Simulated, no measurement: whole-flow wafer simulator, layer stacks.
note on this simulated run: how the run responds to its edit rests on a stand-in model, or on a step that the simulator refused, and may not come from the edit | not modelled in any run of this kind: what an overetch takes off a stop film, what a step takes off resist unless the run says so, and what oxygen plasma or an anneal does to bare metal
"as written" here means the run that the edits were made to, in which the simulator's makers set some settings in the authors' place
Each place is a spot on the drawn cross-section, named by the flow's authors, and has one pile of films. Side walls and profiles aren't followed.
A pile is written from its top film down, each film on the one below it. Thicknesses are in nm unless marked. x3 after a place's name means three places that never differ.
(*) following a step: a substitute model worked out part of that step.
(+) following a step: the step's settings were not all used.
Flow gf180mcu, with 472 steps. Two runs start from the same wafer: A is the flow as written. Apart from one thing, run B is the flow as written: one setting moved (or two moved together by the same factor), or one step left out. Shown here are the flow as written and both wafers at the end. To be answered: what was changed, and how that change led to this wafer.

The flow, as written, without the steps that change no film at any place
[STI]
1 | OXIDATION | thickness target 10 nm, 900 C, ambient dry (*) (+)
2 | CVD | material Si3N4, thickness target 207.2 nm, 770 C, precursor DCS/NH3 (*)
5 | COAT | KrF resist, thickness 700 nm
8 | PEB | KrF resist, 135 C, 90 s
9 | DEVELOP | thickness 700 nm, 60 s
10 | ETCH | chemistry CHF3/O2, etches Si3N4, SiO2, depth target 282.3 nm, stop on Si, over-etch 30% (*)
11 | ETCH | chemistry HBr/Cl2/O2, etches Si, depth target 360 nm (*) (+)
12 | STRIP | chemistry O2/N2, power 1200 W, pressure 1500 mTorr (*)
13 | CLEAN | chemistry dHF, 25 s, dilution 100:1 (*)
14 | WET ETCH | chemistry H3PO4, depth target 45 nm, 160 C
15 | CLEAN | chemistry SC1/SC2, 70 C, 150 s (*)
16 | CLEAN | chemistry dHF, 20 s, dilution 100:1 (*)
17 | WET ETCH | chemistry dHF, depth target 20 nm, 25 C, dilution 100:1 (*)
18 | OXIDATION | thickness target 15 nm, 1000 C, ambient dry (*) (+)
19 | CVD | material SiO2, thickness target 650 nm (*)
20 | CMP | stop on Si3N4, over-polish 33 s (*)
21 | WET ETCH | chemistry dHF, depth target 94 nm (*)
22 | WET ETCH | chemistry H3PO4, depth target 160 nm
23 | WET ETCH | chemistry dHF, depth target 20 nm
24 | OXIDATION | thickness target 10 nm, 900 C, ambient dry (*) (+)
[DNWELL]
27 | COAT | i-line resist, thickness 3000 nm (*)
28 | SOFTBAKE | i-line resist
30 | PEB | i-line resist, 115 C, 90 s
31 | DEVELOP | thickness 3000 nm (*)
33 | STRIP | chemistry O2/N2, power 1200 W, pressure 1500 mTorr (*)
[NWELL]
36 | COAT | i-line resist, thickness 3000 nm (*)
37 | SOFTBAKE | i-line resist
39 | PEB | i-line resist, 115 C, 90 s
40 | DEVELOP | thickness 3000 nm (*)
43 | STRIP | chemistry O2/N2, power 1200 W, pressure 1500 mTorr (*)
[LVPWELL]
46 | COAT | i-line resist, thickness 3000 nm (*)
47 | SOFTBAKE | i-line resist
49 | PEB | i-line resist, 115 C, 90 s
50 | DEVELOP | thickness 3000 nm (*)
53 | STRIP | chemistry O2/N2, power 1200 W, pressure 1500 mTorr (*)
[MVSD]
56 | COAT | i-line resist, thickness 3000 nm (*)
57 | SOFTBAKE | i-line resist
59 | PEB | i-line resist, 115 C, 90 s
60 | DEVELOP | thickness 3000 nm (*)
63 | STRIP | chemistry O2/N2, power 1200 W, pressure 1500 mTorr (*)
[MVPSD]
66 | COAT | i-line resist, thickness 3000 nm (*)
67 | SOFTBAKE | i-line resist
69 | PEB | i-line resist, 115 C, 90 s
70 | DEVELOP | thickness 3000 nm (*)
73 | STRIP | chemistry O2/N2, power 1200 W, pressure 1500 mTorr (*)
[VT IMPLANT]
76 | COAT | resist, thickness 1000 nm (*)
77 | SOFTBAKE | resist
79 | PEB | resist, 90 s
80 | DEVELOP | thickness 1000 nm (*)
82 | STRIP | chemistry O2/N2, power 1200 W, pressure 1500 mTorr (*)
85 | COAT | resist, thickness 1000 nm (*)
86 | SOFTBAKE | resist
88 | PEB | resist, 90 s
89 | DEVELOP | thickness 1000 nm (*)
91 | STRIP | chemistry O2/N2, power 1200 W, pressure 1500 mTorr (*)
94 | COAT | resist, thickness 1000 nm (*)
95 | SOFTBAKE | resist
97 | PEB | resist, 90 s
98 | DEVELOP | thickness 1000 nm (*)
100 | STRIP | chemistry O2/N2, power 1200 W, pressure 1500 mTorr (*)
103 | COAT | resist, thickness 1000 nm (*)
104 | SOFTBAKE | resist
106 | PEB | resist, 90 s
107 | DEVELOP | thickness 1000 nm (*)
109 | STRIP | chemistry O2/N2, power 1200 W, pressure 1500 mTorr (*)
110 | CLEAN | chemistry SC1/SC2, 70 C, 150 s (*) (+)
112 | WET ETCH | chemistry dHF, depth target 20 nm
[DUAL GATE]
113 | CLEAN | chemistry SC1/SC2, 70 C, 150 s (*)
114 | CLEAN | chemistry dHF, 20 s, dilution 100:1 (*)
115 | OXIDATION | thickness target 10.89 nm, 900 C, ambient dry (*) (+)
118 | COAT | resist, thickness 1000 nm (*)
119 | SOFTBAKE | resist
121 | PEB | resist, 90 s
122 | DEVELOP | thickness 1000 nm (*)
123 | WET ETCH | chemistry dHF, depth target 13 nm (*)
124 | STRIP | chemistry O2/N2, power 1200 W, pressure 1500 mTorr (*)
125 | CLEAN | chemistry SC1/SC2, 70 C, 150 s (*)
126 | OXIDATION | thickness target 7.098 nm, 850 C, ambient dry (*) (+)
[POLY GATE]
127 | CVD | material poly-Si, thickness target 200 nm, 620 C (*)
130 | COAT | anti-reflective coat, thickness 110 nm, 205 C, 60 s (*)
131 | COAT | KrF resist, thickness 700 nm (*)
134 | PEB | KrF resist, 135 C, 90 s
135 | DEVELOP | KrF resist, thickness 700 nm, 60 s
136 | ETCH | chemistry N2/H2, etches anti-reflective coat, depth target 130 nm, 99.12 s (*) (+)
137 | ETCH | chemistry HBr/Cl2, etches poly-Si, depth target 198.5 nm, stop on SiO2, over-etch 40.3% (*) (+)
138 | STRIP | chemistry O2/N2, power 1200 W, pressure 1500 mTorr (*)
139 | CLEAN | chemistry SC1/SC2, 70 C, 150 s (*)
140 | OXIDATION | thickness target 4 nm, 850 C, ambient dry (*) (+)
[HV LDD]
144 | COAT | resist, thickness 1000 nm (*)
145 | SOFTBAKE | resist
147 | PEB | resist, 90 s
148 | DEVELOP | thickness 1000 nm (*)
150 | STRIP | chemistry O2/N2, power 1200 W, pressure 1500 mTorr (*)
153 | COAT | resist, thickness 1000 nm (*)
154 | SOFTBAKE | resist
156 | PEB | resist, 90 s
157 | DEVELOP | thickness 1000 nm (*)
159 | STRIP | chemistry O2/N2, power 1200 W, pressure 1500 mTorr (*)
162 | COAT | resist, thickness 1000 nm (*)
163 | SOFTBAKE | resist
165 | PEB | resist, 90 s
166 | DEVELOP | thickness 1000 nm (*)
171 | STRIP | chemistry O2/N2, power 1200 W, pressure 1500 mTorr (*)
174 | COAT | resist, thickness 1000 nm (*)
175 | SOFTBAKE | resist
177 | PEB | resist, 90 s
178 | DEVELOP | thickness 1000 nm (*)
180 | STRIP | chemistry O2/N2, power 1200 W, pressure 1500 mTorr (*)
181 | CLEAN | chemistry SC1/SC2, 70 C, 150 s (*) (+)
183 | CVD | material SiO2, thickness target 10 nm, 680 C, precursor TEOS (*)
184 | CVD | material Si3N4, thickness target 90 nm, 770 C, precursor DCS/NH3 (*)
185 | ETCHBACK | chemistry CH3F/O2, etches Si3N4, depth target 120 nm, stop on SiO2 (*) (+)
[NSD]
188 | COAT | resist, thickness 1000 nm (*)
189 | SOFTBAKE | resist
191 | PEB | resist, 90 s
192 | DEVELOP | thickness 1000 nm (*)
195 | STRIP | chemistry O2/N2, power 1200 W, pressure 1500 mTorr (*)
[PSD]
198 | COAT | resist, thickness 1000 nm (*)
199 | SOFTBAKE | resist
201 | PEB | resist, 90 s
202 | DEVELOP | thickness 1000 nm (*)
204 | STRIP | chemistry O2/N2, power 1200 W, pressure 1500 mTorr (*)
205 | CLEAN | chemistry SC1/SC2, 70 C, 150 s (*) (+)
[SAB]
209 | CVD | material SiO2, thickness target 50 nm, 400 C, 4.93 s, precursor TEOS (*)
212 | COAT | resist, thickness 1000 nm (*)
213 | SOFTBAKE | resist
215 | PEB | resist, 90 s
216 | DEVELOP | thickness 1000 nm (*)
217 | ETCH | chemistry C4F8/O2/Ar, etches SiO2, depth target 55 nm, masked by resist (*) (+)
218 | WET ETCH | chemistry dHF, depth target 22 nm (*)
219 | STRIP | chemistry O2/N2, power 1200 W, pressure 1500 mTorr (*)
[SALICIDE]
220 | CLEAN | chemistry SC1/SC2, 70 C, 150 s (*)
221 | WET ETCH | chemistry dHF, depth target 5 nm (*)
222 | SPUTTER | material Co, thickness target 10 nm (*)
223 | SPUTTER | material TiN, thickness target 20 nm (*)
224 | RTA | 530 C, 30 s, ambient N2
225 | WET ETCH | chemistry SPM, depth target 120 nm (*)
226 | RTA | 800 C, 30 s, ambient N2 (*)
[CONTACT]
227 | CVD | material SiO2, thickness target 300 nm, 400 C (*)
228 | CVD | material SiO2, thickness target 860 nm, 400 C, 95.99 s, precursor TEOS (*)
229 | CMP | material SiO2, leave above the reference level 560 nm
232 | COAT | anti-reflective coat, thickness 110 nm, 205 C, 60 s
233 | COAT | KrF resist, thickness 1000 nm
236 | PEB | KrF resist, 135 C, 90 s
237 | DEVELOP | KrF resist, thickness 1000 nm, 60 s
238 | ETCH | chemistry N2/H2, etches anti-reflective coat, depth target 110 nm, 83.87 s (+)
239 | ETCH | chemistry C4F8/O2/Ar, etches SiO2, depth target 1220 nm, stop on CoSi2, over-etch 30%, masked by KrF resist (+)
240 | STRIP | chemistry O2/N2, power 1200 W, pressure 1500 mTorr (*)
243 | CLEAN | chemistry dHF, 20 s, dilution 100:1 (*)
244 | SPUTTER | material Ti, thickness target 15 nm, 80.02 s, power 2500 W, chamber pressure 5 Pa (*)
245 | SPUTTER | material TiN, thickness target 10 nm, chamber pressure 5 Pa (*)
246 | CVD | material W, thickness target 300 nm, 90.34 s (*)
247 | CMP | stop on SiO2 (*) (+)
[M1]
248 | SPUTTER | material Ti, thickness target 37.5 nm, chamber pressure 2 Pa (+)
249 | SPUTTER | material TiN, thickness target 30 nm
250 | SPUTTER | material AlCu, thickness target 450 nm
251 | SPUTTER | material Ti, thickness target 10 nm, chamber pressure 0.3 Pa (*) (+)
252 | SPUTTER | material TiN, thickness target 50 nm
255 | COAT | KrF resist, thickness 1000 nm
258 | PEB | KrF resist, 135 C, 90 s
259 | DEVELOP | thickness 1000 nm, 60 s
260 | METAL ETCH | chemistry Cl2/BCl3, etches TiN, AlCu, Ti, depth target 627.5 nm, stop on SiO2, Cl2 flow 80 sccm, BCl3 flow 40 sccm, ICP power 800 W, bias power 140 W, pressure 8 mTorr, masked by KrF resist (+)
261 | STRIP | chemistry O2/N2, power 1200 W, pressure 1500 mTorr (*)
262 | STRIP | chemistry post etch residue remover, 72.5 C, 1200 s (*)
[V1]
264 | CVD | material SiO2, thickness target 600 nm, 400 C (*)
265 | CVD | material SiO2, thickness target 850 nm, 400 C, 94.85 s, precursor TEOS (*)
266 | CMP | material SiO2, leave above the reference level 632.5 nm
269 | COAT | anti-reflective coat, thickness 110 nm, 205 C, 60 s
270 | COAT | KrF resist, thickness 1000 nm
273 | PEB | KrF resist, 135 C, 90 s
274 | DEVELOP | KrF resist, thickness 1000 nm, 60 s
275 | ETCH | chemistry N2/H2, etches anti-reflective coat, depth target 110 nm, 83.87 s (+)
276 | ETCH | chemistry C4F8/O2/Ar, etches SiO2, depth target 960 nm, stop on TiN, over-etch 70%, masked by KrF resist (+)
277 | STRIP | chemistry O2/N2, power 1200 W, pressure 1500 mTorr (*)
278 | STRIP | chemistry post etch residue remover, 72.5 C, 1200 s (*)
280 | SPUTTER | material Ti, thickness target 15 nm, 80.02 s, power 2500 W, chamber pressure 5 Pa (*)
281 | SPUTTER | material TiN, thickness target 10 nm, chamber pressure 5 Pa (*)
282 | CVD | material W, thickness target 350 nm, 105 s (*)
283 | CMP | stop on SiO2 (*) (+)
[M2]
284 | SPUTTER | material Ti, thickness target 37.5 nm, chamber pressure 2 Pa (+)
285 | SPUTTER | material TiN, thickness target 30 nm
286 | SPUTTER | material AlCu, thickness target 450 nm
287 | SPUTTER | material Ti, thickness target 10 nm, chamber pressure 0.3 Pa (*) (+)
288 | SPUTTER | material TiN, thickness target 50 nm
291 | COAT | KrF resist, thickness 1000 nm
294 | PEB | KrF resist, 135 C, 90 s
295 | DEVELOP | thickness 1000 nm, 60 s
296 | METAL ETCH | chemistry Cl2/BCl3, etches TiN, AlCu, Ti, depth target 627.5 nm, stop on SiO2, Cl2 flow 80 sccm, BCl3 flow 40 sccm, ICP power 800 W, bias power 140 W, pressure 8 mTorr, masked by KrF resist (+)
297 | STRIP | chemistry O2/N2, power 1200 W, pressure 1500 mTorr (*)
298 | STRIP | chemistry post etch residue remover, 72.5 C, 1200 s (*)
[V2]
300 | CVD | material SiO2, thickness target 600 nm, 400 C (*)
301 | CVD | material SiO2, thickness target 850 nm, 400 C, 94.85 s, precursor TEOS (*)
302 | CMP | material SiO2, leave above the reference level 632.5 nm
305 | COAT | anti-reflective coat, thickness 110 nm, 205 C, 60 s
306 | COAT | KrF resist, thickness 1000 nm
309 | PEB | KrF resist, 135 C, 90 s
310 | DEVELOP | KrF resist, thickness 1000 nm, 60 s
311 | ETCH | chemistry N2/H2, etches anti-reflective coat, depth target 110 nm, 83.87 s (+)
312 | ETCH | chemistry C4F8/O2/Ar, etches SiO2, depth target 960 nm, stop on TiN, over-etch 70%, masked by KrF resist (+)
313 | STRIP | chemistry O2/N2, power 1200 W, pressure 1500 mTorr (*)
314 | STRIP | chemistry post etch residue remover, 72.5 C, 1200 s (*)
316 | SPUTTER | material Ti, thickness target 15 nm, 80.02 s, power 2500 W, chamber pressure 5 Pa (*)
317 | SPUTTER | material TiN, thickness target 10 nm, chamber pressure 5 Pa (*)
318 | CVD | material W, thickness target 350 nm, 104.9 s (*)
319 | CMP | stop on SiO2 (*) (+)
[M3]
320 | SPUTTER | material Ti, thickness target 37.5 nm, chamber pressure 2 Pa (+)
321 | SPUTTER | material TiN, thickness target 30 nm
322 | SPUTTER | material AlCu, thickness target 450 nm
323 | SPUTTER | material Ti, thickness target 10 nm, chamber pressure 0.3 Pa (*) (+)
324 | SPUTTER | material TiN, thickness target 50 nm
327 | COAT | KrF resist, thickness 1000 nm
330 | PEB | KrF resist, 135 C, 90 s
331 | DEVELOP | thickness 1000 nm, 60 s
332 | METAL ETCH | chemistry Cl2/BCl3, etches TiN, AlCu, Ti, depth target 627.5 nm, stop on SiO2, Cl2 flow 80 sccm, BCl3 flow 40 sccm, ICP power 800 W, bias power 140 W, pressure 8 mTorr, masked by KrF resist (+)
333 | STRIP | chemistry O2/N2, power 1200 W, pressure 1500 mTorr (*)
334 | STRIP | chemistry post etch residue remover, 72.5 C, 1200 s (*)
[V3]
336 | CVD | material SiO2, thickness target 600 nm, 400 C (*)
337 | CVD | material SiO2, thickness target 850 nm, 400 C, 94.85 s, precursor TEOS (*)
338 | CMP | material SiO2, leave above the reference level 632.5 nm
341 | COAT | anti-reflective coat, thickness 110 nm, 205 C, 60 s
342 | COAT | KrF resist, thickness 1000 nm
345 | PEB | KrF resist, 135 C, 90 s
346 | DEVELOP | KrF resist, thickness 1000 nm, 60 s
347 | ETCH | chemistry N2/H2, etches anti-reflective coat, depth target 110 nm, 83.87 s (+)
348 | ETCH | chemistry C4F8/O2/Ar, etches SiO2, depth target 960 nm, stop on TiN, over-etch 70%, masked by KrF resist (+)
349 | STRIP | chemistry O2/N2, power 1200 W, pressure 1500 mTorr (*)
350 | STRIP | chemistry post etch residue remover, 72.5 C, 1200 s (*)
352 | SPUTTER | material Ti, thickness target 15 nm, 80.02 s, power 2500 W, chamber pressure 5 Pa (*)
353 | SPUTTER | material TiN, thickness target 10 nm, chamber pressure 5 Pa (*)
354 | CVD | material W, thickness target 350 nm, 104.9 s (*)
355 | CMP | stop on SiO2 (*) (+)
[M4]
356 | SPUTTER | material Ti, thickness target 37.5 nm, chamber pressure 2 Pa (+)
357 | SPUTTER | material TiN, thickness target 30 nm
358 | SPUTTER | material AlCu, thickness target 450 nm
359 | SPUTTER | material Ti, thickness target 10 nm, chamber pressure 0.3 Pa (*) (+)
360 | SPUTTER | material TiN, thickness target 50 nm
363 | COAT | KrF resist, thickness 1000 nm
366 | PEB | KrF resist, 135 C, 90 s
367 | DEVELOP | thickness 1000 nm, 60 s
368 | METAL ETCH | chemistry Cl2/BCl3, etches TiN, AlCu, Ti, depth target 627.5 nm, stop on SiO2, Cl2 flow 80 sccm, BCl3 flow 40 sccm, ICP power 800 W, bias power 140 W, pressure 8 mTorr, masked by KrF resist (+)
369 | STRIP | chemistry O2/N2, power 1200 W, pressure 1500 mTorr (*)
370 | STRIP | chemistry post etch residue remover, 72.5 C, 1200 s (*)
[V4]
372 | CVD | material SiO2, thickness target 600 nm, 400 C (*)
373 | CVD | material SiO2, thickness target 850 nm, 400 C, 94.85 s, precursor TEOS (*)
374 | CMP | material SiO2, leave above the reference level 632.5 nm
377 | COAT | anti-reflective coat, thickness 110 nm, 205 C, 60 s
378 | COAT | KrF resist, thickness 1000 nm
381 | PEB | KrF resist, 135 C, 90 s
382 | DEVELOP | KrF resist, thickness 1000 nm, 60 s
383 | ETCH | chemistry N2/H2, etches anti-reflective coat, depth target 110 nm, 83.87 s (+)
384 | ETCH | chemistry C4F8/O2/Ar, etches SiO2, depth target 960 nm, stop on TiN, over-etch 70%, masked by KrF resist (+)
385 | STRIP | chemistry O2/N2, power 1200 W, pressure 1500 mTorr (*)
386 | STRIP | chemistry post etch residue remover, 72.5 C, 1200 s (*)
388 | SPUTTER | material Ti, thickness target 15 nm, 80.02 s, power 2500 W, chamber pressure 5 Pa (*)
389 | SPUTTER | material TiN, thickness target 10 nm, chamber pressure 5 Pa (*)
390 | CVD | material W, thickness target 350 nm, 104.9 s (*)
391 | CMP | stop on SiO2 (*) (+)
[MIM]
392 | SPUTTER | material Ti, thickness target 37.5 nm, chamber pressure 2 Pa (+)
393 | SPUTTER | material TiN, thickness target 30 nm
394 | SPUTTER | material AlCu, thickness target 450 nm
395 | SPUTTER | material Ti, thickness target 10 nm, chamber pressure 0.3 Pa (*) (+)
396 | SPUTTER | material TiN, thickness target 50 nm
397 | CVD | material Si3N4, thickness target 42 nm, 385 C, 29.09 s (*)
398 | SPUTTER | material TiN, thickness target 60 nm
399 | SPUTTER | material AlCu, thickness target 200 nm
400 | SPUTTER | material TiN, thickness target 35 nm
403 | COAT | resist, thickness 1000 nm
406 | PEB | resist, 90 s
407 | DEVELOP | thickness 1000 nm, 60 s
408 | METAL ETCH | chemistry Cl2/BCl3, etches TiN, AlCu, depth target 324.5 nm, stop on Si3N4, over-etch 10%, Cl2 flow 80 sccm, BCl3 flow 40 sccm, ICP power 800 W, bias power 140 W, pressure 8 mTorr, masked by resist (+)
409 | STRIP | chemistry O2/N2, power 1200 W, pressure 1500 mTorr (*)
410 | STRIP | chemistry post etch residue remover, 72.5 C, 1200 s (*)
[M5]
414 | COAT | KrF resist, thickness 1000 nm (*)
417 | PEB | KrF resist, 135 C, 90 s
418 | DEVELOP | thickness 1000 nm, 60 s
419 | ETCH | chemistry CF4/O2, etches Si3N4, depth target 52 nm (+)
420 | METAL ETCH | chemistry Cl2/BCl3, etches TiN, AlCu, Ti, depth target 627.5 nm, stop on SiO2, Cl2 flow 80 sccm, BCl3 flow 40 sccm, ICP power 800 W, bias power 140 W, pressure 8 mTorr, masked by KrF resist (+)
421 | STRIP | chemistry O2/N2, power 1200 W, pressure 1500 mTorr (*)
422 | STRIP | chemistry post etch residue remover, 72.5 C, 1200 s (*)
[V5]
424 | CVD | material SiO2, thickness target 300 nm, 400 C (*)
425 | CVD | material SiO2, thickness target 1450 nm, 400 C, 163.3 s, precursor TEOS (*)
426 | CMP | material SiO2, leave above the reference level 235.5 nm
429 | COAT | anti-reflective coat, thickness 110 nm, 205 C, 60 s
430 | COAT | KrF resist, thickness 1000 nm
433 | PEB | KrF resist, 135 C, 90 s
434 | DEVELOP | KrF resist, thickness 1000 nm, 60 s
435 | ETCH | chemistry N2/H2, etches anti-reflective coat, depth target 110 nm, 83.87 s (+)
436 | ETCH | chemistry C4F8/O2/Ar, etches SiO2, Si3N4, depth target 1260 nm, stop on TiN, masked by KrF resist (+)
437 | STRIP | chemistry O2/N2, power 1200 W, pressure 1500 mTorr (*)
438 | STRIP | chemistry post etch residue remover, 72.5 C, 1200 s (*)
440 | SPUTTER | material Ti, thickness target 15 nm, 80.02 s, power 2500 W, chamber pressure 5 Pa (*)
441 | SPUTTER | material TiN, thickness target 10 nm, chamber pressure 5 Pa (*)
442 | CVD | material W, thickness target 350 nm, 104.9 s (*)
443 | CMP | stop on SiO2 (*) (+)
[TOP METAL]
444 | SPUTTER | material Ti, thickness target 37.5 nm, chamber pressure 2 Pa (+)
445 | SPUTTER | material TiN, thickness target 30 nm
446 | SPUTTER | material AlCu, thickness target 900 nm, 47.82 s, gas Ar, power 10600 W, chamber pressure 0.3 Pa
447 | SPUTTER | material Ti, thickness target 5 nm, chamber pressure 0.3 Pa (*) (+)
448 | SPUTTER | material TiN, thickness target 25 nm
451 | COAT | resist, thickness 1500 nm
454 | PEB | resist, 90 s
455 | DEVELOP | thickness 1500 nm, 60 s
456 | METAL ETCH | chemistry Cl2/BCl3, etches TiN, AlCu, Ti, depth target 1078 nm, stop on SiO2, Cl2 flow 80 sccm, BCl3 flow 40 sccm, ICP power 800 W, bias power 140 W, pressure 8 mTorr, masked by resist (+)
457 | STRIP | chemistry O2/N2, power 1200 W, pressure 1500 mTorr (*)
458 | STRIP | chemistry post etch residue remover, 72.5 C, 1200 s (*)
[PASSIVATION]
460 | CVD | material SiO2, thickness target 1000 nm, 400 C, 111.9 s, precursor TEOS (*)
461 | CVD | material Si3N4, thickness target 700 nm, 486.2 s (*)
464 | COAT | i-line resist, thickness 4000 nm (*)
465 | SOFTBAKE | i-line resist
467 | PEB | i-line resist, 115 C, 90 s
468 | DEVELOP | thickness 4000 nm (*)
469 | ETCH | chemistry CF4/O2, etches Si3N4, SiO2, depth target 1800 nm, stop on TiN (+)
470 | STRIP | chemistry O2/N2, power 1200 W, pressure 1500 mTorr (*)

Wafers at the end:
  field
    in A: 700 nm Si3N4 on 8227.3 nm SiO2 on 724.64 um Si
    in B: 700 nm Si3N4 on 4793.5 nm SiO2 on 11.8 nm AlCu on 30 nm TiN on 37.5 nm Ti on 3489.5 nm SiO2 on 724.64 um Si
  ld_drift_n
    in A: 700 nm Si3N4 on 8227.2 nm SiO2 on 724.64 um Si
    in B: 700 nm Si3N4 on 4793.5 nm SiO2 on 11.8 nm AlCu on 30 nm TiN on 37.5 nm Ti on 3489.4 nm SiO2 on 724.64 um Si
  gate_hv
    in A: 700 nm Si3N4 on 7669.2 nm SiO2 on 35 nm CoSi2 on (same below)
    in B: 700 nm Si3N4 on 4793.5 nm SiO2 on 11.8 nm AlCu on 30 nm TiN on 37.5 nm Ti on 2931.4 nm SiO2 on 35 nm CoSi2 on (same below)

What caused this: step 322, SPUTTER: thickness target 585 nm was run, whereas the flow has thickness target 450 nm.

How this came from the change, step by step:
  322 | SPUTTER | material AlCu, thickness target 450 nm
      field, field__w1, field__w2 and 108 more: A AlCu gains 450 (new film) | B AlCu gains 585 (new film)
  332 | METAL ETCH | chemistry Cl2/BCl3, etches TiN, AlCu, Ti, depth target 627.5 nm, stop on SiO2, Cl2 flow 80 sccm, BCl3 flow 40 sccm, ICP power 800 W, bias power 140 W, pressure 8 mTorr, masked by KrF resist (+)
      field, field__w1, field__w2 and 103 more: A TiN loses 50 (all of it), Ti loses 10 (all of it), AlCu loses 450 (all of it), TiN loses 30 (all of it), Ti loses 37.5 (all of it) | B TiN loses 50 (all of it), Ti loses 10 (all of it), AlCu loses 567.5
  334 | STRIP | chemistry post etch residue remover, 72.5 C, 1200 s (*)
      field, field__w1, field__w2 and 103 more: A nothing | B AlCu loses 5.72
  336 | CVD | material SiO2, thickness target 600 nm, 400 C (*)
      field, field__w1, field__w2 and 103 more: A SiO2 gains 600 | B SiO2 gains 600 (new film)
  338 | CMP | material SiO2, leave above the reference level 632.5 nm
      field, field__w1, field__w2 and 103 more: A SiO2 loses 300 | B SiO2 loses 244.3
Taking metal films that touch as one body, field has 1 body; the flow as written gives 0 bodies.
Taking metal films that touch as one body, ld_drift_n has 1 body; the flow as written gives 0 bodies.
Taking metal films that touch as one body, gate_hv has 2 bodies (between them, from the top down: SiO2 2931.4); the flow as written gives 1 body.
